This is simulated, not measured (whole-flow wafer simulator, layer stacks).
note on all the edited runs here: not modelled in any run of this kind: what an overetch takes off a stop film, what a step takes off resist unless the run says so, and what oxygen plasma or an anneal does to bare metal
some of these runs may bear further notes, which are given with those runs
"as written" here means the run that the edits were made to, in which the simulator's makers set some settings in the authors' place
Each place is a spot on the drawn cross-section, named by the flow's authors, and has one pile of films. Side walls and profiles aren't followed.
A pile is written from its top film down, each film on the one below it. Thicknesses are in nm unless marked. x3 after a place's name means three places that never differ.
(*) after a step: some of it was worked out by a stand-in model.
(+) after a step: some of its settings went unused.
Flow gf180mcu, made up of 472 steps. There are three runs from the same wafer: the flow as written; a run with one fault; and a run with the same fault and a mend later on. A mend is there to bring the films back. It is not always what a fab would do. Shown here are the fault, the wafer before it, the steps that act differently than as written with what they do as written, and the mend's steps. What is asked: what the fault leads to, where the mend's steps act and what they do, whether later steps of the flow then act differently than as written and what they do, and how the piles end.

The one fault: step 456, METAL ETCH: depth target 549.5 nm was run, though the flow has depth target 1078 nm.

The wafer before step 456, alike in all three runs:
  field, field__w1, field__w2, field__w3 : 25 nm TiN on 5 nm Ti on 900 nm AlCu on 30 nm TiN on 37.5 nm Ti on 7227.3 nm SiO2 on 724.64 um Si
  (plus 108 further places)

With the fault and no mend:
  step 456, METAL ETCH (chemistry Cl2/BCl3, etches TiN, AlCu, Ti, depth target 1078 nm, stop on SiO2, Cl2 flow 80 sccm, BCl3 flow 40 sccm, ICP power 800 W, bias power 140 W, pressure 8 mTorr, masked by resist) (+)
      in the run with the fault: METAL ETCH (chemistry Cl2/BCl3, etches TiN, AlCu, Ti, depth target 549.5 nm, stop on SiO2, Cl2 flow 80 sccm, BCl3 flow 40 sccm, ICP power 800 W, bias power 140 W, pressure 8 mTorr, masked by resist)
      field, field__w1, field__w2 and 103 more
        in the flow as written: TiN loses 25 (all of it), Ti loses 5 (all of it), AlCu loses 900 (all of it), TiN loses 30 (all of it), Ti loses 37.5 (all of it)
        in the run with the fault: TiN loses 25 (all of it), Ti loses 5 (all of it), AlCu loses 519.5
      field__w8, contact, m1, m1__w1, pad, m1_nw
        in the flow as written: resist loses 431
        in the run with the fault: resist loses 219.8
  Later steps of the flow acting differently than as written:
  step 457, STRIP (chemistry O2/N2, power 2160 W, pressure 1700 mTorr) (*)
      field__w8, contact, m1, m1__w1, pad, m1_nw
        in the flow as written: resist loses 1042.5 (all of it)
        in the run with the fault: resist loses 1253.7 (all of it)
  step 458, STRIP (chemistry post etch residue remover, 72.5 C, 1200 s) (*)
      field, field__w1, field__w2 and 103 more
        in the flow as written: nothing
        in the run with the fault: AlCu loses 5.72
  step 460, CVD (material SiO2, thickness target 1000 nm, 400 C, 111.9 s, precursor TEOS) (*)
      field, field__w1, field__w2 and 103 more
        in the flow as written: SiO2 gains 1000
        in the run with the fault: SiO2 gains 1000 (new film)
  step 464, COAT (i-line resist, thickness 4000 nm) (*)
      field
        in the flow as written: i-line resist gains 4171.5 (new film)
        in the run with the fault: i-line resist gains 4081.8 (new film)
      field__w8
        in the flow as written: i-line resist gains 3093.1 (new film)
        in the run with the fault: i-line resist gains 3488.7 (new film)
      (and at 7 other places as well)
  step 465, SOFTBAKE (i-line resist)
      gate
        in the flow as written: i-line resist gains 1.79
        in the run with the fault: i-line resist loses 1.04
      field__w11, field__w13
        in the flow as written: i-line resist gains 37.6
        in the run with the fault: i-line resist gains 17.1
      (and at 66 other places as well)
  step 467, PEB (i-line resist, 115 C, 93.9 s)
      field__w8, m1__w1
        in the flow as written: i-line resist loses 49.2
        in the run with the fault: i-line resist loses 57.3
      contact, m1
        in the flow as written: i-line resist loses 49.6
        in the run with the fault: i-line resist loses 57.5
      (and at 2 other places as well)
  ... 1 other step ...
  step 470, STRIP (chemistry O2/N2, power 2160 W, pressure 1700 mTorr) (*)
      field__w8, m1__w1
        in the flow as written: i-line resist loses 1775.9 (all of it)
        in the run with the fault: i-line resist loses 2199.9 (all of it)
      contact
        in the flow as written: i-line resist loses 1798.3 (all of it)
        in the run with the fault: i-line resist loses 2209.5 (all of it)
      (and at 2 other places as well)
  By the end, the piles at field, field__w1, field__w2 and 103 more depart from the flow's by more than 2% or 0.5 nm, whichever is larger.
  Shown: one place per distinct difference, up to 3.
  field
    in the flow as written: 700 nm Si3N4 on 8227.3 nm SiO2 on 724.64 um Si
    in the run with the fault: 700 nm Si3N4 on 1000 nm SiO2 on 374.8 nm AlCu on 30 nm TiN on 37.5 nm Ti on 7227.3 nm SiO2 on 724.64 um Si
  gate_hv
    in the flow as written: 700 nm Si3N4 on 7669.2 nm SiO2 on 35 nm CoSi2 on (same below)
    in the run with the fault: 700 nm Si3N4 on 1000 nm SiO2 on 374.8 nm AlCu on 30 nm TiN on 37.5 nm Ti on 6669.2 nm SiO2 on 35 nm CoSi2 on (same below)
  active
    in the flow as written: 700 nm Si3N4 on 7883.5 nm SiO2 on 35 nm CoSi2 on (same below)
    in the run with the fault: 700 nm Si3N4 on 1000 nm SiO2 on 374.8 nm AlCu on 30 nm TiN on 37.5 nm Ti on 6883.5 nm SiO2 on 35 nm CoSi2 on (same below)

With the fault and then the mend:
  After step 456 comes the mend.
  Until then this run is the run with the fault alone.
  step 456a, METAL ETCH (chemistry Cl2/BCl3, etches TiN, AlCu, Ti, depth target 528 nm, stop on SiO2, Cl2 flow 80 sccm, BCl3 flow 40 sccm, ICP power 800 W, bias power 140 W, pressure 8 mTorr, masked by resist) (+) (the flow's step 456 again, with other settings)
      field, field__w1, field__w2 and 103 more
        AlCu loses 380.5 (all of it), TiN loses 30 (all of it), Ti loses 37.5 (all of it)
      field__w8, contact, m1, m1__w1, pad, m1_nw
        resist loses 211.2
  Every later step of the flow that is run acts as written at every place that is followed.
  The piles end the same as the flow's at every place that both follow.
